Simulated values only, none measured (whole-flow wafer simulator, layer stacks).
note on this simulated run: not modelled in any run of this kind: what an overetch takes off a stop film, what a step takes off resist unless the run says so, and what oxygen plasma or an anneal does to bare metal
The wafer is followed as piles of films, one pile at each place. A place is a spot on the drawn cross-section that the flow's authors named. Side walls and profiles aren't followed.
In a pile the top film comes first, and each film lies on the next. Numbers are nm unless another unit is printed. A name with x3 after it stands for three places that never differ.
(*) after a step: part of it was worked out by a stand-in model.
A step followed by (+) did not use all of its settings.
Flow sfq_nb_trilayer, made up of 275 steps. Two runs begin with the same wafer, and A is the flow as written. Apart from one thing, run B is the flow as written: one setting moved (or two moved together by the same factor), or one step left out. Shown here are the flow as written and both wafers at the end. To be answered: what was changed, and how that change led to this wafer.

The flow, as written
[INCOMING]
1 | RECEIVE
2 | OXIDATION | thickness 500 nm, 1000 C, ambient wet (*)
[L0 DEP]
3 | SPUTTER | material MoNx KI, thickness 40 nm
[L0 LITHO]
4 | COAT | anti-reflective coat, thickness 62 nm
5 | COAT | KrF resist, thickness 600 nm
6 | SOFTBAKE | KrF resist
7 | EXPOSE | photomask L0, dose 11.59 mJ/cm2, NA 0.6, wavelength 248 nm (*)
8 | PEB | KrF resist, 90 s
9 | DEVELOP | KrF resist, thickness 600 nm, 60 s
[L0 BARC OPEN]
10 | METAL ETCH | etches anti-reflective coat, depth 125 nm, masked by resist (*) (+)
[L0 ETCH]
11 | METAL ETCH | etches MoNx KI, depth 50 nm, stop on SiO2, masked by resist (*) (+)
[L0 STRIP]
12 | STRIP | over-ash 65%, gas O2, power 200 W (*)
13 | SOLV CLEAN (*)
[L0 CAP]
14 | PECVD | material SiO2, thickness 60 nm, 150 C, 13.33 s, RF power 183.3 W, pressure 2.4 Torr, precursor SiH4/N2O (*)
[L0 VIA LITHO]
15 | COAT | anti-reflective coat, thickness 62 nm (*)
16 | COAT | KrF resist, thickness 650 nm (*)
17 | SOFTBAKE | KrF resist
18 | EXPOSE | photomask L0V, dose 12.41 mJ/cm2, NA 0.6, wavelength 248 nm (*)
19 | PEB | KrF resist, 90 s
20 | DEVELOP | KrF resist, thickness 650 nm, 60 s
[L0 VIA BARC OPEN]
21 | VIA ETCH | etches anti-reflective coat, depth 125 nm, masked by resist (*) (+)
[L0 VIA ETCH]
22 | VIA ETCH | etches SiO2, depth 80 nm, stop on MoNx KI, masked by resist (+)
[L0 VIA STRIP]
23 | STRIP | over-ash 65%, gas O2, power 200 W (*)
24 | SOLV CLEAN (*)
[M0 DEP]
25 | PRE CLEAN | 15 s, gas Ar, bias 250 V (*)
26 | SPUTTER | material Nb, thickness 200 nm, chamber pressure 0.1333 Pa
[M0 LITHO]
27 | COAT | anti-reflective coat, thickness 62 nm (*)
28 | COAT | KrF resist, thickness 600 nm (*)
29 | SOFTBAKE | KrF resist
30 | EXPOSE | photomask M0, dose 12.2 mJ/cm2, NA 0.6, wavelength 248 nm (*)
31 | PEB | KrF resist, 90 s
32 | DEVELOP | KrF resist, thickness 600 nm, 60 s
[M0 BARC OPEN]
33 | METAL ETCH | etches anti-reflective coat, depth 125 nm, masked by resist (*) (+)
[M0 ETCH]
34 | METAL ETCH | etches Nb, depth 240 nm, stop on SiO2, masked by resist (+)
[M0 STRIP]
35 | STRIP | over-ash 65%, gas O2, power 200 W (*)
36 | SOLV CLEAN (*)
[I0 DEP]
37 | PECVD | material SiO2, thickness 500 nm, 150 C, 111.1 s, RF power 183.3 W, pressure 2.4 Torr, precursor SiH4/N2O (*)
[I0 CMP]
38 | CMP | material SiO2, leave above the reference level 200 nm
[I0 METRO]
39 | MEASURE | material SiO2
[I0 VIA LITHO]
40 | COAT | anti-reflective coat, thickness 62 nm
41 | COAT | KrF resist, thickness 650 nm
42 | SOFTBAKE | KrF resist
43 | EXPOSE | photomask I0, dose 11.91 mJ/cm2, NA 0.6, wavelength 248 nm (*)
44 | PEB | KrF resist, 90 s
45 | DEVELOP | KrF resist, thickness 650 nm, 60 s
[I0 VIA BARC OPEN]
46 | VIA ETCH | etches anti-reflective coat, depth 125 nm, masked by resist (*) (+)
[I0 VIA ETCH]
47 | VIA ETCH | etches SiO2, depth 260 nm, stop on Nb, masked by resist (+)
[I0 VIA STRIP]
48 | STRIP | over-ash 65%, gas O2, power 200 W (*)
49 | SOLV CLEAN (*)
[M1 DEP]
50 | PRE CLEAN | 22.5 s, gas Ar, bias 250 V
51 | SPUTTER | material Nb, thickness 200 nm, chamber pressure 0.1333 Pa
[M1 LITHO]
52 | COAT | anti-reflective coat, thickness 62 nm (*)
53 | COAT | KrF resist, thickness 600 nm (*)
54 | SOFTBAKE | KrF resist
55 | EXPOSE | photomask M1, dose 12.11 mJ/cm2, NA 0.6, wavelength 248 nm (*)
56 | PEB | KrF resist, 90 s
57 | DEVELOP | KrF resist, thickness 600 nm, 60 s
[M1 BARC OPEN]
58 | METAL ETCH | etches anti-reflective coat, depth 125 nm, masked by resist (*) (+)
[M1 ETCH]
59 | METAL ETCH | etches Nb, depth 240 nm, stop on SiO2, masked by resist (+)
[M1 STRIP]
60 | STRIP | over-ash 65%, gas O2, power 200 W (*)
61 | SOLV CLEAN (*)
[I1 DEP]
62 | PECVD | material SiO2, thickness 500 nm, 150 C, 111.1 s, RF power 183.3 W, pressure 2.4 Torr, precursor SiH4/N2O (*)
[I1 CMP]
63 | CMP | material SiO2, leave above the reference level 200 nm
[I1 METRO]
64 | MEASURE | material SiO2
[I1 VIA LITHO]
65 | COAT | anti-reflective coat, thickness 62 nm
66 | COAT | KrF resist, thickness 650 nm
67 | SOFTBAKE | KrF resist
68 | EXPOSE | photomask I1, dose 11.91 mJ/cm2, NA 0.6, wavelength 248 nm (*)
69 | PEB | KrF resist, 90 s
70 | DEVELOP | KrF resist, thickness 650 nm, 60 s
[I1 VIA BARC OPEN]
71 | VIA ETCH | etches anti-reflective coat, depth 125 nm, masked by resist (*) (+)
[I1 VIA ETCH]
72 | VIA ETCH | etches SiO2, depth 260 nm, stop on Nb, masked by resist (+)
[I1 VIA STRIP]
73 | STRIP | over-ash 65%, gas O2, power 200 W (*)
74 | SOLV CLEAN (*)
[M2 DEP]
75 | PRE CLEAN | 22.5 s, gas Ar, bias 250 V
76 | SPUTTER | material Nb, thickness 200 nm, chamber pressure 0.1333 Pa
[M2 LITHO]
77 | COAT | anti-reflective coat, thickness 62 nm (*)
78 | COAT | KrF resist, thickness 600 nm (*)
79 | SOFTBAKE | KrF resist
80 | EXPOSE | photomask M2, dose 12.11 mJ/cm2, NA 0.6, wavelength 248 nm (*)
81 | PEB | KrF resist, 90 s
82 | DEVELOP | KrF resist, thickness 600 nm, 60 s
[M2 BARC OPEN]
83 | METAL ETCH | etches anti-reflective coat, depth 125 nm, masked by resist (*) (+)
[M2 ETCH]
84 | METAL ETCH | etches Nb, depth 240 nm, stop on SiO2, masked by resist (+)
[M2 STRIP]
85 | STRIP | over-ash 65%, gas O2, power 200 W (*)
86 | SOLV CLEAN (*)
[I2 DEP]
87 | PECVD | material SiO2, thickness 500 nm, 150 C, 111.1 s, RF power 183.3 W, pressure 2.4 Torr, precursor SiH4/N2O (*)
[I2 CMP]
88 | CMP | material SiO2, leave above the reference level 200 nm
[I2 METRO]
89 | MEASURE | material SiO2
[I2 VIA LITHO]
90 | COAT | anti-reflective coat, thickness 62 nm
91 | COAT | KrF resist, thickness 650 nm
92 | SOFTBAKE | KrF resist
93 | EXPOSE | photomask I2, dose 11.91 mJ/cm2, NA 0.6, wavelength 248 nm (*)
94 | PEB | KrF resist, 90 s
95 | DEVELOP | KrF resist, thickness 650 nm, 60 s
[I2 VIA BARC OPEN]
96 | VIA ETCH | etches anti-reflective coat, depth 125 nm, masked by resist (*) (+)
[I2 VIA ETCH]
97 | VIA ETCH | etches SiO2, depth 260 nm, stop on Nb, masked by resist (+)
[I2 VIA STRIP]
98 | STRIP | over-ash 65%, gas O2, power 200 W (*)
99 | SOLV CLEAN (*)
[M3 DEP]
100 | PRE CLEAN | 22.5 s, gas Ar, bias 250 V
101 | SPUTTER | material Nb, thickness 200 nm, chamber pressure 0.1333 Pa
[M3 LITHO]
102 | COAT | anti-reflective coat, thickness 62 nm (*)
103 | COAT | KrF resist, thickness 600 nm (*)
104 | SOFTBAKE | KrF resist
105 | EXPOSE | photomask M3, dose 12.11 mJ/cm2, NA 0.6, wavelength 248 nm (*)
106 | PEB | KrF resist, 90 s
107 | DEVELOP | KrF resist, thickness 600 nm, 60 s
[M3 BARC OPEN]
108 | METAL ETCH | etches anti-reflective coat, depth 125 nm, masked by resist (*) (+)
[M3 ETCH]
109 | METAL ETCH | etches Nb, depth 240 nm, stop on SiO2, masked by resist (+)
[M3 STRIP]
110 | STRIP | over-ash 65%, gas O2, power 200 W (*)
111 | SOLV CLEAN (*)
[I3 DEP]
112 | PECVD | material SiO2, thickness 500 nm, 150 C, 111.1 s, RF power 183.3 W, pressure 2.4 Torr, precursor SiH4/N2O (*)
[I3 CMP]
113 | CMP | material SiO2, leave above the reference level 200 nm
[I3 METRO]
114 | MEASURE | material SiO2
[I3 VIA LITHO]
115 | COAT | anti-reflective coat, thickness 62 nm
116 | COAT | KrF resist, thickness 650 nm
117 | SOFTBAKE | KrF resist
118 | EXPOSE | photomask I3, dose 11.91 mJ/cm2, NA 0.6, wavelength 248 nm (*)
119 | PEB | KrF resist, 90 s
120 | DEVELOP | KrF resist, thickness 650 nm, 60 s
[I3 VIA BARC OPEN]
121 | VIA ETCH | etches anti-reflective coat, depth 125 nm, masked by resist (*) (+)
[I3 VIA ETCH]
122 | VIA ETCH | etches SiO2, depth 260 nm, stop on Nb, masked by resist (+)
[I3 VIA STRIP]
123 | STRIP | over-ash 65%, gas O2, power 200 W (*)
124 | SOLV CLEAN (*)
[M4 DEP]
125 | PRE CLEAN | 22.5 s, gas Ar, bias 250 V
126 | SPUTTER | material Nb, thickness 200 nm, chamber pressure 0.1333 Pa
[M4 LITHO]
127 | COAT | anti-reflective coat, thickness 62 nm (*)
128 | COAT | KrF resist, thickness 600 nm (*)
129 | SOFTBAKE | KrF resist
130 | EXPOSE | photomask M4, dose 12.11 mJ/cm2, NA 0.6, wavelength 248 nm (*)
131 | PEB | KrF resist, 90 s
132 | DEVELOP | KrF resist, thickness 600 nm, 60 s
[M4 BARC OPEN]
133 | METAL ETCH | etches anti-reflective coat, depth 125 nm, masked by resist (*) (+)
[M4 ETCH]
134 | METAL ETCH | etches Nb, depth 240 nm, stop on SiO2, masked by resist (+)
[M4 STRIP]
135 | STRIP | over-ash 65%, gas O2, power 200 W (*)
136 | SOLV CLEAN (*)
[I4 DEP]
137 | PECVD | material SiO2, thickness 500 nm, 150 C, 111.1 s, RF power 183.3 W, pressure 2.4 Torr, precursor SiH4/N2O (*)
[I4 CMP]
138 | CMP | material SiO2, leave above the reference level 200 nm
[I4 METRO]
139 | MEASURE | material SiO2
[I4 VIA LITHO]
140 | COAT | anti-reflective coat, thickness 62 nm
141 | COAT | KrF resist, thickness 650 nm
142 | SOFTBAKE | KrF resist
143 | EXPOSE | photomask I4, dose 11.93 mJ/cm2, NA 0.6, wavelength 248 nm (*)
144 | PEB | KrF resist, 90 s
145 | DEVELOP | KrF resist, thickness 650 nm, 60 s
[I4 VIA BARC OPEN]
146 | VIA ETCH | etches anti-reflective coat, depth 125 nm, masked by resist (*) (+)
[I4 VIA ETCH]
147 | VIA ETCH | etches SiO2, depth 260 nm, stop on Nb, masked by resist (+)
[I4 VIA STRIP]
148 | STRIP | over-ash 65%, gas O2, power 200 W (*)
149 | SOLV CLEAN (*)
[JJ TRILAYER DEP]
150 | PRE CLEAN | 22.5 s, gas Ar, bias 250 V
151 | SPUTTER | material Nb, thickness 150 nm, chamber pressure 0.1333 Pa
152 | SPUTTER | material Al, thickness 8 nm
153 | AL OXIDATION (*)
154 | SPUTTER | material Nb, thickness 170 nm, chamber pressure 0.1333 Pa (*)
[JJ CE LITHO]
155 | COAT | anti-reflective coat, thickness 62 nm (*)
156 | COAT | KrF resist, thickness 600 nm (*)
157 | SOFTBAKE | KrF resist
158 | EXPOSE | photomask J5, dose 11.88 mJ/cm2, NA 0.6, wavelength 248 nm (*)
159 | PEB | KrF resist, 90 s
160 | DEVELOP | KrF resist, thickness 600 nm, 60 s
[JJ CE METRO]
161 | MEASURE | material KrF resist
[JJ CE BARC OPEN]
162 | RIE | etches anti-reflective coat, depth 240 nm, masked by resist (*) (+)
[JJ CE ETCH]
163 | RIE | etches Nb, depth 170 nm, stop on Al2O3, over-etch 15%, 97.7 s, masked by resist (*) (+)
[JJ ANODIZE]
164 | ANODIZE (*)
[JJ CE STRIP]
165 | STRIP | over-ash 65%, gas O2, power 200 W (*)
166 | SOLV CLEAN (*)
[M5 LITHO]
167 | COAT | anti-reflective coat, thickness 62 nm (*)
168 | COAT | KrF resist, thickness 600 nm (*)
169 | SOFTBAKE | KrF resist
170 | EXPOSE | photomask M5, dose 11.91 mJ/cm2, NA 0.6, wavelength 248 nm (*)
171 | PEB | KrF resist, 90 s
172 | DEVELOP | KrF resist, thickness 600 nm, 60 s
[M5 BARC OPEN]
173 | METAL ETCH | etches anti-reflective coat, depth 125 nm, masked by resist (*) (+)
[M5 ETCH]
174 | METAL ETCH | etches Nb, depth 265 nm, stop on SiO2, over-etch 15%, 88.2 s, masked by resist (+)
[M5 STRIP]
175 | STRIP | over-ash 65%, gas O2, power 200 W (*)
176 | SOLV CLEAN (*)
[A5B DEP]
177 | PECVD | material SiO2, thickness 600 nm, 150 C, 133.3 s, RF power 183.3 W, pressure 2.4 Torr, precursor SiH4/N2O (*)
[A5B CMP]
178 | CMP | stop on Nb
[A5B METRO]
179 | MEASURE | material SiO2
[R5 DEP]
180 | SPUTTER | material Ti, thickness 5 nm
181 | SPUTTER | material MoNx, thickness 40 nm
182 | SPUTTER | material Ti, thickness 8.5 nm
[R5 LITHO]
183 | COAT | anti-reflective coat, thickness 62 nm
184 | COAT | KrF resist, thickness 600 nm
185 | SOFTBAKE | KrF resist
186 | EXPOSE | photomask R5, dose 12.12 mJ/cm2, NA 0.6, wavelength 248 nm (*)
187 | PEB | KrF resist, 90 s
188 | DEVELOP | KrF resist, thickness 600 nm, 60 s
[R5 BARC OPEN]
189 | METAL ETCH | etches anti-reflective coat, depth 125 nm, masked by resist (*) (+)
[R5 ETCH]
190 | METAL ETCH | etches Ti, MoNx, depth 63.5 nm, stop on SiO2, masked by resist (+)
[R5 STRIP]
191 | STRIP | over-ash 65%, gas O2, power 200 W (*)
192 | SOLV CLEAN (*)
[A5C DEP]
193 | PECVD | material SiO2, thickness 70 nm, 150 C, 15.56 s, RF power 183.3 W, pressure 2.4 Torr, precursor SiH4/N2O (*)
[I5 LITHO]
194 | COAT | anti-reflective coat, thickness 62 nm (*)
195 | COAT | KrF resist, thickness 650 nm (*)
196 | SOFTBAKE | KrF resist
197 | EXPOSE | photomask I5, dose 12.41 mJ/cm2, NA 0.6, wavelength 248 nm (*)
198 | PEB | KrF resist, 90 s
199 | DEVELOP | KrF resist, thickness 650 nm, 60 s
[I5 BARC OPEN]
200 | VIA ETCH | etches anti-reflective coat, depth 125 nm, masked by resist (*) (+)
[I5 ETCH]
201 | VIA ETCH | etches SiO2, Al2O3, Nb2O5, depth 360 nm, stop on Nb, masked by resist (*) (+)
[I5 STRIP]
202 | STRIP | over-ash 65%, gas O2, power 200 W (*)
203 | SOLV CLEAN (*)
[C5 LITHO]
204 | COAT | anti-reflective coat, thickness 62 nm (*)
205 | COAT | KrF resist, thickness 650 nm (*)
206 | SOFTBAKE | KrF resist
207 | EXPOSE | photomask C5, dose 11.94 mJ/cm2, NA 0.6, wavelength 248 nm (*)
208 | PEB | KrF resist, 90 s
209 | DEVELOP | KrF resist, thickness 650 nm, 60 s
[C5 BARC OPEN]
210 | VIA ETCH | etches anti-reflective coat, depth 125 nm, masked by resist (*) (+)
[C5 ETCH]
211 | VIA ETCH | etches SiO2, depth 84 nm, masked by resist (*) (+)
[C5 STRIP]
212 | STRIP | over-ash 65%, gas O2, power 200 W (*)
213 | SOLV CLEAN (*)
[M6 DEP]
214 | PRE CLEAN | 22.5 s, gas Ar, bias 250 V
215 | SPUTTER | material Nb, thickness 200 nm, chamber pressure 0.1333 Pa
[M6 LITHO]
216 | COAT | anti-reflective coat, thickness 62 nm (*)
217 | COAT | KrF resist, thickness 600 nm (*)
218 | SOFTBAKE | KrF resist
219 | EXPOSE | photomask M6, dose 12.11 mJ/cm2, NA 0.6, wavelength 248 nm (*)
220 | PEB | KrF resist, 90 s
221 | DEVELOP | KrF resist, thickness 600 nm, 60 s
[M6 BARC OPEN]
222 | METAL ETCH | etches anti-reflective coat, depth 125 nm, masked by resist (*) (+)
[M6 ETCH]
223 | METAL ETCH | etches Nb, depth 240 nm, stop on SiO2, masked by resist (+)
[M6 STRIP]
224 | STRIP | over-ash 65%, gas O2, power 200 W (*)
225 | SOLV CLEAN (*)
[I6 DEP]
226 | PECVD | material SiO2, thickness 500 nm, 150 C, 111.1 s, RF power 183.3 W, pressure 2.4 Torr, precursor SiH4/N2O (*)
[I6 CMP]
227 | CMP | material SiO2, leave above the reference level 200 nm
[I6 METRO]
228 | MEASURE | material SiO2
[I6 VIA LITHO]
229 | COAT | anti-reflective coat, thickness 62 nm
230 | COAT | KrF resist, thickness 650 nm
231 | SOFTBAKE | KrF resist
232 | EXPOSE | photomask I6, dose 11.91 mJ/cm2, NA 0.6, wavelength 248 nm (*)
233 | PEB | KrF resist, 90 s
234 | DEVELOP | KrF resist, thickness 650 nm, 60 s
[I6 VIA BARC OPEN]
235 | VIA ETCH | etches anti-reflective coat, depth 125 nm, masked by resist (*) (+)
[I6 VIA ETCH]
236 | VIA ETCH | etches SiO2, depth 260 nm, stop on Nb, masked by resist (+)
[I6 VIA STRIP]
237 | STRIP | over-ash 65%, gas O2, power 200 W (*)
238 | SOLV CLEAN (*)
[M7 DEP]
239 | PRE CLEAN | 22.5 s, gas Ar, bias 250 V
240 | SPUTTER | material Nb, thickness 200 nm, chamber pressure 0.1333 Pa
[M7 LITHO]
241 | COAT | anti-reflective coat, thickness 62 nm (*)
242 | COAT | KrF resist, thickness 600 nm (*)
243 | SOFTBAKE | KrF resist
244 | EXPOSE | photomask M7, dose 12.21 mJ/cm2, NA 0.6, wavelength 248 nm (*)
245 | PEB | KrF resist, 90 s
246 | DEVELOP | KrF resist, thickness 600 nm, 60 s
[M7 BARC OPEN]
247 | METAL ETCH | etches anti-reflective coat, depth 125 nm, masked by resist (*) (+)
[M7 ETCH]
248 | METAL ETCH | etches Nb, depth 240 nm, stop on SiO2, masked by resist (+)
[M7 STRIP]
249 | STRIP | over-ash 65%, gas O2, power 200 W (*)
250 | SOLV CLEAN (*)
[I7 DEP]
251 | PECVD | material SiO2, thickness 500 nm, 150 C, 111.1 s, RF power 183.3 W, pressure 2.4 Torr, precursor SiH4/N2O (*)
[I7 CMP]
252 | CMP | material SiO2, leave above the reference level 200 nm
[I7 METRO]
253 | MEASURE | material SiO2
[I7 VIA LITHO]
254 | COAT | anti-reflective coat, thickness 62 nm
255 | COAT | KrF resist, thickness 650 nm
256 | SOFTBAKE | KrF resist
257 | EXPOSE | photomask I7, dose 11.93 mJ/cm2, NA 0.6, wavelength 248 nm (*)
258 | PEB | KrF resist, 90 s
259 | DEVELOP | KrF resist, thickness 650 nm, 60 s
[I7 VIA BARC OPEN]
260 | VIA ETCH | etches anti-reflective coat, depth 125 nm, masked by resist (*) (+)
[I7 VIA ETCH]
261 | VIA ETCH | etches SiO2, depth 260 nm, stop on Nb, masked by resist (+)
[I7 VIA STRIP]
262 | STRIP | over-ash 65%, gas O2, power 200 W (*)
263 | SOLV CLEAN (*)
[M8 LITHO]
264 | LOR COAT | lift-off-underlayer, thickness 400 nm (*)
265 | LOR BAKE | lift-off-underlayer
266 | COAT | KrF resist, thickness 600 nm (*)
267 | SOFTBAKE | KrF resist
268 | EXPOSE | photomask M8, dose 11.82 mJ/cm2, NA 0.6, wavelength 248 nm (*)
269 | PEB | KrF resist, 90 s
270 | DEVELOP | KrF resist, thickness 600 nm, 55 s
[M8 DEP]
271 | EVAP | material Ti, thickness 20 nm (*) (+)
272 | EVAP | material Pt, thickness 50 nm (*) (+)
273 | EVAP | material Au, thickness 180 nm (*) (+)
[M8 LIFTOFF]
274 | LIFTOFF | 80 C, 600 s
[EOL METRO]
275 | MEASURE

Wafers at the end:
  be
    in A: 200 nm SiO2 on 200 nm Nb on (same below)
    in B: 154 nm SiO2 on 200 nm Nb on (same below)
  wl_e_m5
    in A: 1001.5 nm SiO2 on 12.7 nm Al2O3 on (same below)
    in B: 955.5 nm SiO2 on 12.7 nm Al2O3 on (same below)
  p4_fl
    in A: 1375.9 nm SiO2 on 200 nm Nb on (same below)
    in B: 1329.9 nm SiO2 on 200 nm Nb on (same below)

Cause: step 252, CMP: leave above the reference level 154 nm was run, while the flow as written has leave above the reference level 200 nm.
One can read it off the wafer: be has SiO2 154, and step 252 as written asks for 200 nm.

How this came from the change, step by step:
  252 | CMP | material SiO2, leave above the reference level 200 nm
      field_l, p4_fl, p4_fm and 56 more: A -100 SiO2 | B -146 SiO2
      v_sur, via_wl, via_w and 37 more: A -300 SiO2 | B -346 SiO2
      (as well as at 7 more places)
  261 | VIA ETCH | etches SiO2, depth 260 nm, stop on Nb, masked by resist (+)
      field_l, v_sur, via_sp and 100 more: A -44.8 KrF resist | B -39.8 KrF resist
      via_wl, via_w, via_wr: A -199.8 SiO2 (all of it) | B -153.8 SiO2 (all of it)
  264 | LOR COAT | lift-off-underlayer, thickness 400 nm (*)
      via_wl, via_wr: A +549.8 lift-off-underlayer (new film) | B +515.3 lift-off-underlayer (new film)
      via_w: A +536.4 lift-off-underlayer (new film) | B +505 lift-off-underlayer (new film)
  270 | DEVELOP | KrF resist, thickness 600 nm, 55 s
      via_wl: A -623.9 KrF resist (all of it), -549.8 lift-off-underlayer (all of it) | B -618.1 KrF resist (all of it), -515.3 lift-off-underlayer (all of it)
      via_w: A -635.4 KrF resist (all of it), -536.4 lift-off-underlayer (all of it) | B -627 KrF resist (all of it), -505 lift-off-underlayer (all of it)
      (as well as at 1 more place)
